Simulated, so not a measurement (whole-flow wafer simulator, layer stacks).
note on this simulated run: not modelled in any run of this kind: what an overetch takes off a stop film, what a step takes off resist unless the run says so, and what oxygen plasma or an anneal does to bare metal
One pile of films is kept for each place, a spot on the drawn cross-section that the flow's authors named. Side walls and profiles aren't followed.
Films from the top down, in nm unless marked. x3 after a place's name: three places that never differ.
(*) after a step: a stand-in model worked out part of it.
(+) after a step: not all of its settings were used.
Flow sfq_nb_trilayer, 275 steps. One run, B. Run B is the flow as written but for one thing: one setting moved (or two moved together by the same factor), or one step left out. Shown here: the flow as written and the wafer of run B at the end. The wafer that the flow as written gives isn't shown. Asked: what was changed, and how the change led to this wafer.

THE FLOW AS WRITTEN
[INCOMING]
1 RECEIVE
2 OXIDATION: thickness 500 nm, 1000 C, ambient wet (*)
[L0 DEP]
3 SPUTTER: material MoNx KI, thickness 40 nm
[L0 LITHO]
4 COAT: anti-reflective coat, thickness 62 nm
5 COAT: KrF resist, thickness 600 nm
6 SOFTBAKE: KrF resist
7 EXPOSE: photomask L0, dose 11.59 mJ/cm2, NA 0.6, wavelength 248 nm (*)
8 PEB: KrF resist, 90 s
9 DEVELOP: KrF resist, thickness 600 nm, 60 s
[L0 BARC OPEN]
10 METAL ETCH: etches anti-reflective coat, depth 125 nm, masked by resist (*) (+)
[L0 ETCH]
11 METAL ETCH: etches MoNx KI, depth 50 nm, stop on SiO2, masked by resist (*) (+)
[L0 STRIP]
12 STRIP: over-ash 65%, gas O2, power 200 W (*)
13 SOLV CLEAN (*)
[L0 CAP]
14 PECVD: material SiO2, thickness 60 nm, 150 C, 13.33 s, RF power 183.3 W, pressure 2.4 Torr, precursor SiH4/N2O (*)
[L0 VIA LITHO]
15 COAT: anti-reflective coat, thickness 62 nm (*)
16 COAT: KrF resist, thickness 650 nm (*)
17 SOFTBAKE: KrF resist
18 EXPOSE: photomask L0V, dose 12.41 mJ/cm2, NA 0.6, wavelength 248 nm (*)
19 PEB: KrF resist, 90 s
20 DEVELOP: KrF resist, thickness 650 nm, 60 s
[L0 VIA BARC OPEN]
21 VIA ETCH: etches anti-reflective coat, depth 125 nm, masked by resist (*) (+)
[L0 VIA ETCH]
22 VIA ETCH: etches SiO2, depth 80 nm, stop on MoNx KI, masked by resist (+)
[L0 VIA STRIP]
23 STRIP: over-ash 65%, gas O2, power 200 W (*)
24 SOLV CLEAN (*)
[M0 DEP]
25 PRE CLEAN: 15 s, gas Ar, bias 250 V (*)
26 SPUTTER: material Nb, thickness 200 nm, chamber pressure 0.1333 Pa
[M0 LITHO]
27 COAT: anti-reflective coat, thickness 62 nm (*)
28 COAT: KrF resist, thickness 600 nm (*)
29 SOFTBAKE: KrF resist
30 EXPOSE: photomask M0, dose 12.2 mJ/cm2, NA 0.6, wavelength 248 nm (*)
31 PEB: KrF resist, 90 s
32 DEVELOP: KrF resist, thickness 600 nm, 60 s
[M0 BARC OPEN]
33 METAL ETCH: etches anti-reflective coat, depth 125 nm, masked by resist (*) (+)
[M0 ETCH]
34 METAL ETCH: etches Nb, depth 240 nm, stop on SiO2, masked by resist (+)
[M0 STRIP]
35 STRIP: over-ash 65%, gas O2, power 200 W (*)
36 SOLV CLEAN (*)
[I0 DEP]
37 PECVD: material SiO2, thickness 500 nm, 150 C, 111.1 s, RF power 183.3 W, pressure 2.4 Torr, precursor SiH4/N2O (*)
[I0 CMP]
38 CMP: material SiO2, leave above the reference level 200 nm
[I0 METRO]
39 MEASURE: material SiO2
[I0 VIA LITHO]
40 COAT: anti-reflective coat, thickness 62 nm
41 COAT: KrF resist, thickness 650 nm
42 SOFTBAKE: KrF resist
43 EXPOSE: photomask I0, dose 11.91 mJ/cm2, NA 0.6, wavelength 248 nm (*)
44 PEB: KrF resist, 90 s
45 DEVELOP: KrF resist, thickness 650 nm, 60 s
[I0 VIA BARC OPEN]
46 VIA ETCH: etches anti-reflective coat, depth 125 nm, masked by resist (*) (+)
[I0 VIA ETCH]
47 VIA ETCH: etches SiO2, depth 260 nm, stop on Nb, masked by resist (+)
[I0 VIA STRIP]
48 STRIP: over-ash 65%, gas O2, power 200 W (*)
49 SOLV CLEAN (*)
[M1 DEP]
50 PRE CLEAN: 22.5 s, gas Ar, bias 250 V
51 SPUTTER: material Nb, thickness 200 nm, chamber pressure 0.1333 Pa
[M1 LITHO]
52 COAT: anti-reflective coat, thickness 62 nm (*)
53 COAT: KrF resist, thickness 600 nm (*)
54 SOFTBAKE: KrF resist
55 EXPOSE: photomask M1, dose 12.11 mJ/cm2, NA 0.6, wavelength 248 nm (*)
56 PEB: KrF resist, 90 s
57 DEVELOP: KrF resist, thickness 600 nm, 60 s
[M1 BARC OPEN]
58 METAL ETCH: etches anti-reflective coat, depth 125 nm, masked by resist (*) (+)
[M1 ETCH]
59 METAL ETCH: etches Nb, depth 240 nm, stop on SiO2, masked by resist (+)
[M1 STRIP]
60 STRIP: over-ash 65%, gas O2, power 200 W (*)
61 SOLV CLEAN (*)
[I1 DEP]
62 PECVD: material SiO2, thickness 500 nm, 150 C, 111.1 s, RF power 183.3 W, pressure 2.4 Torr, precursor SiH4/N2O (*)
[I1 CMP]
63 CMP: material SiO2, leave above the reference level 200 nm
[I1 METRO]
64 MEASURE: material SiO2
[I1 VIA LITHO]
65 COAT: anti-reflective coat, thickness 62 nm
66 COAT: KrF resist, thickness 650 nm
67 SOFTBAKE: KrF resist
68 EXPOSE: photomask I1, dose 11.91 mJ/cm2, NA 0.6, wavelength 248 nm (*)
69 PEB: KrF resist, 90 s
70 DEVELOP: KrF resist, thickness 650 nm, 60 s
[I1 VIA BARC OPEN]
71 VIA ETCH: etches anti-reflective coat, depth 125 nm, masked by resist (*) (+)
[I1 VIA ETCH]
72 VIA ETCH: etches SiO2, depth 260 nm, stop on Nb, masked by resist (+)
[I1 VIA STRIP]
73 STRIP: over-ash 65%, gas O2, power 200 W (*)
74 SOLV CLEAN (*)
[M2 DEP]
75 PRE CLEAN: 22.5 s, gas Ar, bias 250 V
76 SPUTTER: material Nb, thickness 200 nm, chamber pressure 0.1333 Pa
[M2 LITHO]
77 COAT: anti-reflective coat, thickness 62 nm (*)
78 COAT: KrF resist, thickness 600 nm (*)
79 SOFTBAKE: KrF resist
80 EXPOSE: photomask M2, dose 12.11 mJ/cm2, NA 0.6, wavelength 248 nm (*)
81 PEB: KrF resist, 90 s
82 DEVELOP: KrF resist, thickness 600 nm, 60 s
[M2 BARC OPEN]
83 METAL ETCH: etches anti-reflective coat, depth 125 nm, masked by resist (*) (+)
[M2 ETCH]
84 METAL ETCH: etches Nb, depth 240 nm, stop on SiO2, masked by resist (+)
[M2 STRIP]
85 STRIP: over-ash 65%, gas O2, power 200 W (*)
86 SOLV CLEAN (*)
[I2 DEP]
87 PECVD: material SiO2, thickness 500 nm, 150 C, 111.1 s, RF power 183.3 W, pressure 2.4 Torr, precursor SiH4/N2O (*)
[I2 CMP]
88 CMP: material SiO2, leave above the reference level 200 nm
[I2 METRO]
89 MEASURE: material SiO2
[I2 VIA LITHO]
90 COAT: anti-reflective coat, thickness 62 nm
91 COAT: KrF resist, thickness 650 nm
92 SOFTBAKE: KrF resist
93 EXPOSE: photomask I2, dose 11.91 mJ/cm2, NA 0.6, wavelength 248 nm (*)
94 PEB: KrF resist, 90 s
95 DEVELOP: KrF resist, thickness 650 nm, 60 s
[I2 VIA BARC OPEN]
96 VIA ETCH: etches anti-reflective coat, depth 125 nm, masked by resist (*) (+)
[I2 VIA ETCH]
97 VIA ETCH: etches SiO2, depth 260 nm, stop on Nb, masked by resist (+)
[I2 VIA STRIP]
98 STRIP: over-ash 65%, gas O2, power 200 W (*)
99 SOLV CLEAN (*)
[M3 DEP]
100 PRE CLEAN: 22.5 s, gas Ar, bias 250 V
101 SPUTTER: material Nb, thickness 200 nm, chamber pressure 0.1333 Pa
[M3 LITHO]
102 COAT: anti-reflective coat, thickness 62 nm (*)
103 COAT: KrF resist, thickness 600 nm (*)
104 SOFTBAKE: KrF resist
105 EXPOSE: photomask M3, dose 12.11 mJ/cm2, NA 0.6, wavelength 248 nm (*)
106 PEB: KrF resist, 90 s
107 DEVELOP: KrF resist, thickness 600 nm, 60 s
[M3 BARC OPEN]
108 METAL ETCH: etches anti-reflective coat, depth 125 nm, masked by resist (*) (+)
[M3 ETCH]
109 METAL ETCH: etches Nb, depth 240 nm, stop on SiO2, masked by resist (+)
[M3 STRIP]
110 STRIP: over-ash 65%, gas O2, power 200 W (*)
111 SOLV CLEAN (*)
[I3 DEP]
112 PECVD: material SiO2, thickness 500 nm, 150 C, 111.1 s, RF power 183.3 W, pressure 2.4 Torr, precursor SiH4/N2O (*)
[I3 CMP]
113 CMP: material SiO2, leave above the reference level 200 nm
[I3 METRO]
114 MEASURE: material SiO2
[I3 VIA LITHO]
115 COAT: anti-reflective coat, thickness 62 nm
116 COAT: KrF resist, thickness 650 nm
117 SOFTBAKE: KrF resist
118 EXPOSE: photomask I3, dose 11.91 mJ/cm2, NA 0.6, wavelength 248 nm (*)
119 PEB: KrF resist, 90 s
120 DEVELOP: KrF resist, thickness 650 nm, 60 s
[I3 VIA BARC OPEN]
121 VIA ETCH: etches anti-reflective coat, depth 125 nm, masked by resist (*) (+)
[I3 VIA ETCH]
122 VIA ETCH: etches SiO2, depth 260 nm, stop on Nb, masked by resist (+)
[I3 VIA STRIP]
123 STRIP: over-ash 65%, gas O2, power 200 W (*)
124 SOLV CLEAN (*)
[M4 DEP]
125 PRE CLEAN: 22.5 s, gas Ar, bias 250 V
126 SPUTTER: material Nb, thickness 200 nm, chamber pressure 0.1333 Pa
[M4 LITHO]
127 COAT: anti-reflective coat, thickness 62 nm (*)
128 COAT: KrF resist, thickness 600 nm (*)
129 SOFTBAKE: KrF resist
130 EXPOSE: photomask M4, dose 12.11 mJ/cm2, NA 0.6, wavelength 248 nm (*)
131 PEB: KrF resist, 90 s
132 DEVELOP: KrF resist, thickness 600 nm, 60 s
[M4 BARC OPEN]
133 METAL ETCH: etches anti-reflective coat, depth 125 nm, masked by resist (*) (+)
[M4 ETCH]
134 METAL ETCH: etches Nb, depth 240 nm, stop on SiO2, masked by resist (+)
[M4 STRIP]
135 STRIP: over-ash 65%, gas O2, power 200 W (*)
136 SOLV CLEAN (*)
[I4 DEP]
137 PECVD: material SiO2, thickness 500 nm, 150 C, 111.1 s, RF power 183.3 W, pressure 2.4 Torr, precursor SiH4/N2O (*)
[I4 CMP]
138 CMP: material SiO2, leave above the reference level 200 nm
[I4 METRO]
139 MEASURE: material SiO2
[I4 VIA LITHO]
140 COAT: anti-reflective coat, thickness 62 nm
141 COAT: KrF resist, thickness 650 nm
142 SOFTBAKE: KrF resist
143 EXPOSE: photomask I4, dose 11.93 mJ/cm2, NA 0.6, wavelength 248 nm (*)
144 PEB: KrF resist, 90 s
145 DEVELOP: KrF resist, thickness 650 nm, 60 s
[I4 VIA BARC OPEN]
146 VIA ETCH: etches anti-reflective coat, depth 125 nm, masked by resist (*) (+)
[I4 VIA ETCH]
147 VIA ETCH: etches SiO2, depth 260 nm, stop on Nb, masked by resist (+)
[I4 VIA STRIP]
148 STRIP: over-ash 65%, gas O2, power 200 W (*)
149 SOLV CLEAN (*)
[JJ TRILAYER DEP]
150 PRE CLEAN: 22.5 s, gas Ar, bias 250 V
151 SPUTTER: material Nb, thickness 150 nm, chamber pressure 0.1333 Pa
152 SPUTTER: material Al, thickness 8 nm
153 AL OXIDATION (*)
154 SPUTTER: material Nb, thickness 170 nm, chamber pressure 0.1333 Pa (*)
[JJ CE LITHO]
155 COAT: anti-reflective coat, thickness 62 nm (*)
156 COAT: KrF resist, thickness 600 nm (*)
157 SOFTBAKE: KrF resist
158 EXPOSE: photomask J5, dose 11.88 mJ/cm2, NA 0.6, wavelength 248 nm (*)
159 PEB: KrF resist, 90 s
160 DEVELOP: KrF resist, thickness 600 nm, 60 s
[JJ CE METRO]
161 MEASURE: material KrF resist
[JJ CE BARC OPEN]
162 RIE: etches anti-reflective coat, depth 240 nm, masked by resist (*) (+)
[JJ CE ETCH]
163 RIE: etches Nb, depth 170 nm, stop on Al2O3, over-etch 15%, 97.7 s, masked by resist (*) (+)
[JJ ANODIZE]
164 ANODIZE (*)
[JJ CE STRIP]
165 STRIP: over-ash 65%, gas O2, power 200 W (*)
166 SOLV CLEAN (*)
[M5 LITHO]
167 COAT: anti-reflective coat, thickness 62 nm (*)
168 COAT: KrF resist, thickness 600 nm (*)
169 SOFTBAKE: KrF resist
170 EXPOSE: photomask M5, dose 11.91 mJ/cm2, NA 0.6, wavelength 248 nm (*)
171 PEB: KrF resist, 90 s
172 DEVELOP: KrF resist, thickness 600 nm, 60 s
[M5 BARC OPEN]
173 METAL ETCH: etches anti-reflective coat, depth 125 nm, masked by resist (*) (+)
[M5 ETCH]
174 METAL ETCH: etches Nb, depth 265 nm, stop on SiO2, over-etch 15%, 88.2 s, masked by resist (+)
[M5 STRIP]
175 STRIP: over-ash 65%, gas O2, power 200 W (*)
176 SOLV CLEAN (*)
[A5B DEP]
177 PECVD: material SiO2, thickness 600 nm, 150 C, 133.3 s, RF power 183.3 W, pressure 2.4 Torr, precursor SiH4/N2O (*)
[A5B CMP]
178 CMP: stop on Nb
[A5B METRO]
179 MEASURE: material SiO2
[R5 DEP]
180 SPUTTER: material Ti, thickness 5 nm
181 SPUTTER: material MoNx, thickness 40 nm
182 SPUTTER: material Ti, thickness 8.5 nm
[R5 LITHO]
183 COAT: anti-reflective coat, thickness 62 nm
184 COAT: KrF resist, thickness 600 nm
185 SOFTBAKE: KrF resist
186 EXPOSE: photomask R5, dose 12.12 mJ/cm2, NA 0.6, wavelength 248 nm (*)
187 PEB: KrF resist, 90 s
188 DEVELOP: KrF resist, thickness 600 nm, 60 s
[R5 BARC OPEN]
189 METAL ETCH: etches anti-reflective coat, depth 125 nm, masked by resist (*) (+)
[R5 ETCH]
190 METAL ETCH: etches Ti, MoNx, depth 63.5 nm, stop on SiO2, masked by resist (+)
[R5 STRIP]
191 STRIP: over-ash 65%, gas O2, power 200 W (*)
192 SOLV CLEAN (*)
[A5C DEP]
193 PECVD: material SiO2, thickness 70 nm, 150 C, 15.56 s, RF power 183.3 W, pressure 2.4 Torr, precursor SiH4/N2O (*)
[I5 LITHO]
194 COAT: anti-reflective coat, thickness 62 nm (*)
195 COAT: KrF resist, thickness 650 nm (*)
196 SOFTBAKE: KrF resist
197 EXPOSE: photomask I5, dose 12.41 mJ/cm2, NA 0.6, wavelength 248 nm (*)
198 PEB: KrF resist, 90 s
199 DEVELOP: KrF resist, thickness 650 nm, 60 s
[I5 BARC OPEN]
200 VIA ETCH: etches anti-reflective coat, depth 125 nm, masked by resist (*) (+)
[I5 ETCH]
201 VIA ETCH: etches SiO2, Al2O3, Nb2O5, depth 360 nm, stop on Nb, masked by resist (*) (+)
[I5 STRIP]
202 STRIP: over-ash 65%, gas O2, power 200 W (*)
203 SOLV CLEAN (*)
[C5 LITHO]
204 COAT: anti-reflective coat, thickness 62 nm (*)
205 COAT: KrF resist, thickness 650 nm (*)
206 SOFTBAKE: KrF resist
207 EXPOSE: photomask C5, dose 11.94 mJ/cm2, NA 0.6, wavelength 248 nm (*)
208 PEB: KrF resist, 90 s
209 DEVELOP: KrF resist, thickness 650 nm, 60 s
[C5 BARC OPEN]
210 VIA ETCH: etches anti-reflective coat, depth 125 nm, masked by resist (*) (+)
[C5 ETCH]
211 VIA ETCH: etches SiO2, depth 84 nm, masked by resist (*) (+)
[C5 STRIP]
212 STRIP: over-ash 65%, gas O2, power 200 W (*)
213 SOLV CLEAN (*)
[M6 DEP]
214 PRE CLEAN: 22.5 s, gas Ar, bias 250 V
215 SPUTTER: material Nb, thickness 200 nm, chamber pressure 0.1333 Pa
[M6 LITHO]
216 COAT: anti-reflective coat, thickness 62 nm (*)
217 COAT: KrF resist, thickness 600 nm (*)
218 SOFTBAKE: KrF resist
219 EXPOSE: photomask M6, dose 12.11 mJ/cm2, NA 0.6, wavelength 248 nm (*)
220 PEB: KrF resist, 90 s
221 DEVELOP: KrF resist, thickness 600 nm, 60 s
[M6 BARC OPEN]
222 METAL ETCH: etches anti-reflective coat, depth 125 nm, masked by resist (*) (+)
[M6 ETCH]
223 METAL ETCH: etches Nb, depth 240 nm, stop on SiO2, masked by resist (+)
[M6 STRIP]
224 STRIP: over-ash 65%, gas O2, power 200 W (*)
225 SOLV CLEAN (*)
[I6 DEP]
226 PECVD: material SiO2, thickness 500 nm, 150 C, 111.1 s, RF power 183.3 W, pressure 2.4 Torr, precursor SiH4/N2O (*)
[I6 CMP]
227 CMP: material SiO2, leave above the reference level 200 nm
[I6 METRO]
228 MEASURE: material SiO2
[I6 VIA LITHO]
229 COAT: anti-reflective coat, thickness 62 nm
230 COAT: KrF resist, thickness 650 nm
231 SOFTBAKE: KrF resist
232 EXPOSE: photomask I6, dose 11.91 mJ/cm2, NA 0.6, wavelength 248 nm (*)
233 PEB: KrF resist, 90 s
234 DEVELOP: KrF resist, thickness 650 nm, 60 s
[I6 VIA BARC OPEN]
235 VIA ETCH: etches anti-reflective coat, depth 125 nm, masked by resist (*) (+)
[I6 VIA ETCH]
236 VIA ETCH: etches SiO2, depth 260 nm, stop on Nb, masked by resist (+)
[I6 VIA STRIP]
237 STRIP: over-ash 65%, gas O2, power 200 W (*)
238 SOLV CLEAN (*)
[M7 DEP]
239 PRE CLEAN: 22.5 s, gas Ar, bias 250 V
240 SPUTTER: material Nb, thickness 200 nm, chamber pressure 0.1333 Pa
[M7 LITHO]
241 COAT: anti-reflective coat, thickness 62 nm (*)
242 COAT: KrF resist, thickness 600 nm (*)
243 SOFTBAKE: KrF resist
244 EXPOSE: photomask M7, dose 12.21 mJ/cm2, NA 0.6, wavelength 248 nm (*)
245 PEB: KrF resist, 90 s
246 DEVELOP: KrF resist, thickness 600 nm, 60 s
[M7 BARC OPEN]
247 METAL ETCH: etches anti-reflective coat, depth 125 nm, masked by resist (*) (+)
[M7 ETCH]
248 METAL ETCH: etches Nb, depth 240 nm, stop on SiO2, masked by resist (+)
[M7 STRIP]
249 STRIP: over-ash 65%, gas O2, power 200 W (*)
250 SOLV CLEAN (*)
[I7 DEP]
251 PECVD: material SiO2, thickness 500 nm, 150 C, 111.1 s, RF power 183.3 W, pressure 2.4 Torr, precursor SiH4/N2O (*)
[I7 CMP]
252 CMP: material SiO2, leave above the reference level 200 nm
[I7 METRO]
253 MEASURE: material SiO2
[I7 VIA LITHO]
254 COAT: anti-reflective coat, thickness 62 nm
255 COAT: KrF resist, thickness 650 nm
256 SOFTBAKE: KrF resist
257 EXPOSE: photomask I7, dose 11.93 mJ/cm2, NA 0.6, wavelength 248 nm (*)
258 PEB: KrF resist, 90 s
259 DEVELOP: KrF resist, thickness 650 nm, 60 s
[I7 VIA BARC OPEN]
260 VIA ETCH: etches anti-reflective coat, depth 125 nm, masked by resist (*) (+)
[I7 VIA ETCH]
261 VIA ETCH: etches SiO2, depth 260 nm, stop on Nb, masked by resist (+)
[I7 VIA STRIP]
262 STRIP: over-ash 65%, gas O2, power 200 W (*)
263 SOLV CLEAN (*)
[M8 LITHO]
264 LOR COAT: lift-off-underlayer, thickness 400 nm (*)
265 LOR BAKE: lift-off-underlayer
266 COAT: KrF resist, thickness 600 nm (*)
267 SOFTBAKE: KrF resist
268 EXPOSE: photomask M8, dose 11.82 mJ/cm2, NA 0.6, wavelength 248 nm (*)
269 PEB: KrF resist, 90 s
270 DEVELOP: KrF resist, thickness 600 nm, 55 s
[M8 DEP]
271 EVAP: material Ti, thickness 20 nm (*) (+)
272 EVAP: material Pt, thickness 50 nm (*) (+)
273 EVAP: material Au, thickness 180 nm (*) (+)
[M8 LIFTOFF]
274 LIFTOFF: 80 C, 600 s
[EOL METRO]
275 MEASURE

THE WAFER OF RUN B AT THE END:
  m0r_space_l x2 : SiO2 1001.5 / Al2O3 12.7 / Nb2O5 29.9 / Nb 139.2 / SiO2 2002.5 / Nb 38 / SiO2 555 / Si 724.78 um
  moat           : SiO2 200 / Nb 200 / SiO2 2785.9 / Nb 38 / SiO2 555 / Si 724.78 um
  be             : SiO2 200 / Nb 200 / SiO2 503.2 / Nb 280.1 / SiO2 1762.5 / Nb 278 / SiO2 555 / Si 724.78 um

The cause: step 26, SPUTTER: thickness 278 nm was run, where the flow has thickness 200 nm.
It can be read off the wafer: be has Nb 278, and step 26 as written asks for 200 nm.

How the change led to this, step by step:
  26 SPUTTER: material Nb, thickness 200 nm, chamber pressure 0.1333 Pa
      field_l, v_sur, via_wl and 102 more: Nb +278 (new film) (as written it would be: Nb +200 (new film))
      l0v: Nb +273.9 (new film) (as written it would be: Nb +195.7 (new film))
  34 METAL ETCH: etches Nb, depth 240 nm, stop on SiO2, masked by resist (+)
      moat, m0r_space_l x2: Nb -240 (as written it would be: Nb -200 (all of it))
  37 PECVD: material SiO2, thickness 500 nm, 150 C, 111.1 s, RF power 183.3 W, pressure 2.4 Torr, precursor SiH4/N2O (*)
      moat, m0r_space_l x2: SiO2 +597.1 (new film) (as written it would be: SiO2 +557.1)
Counting metal films that touch as one body, m0r_space_l x2 has 2 bodies (between them, from the top down: SiO2 2002.5); the flow as written gives 1 body.
Counting metal films that touch as one body, moat has 2 bodies (between them, from the top down: SiO2 2785.9); the flow as written gives 1 body.
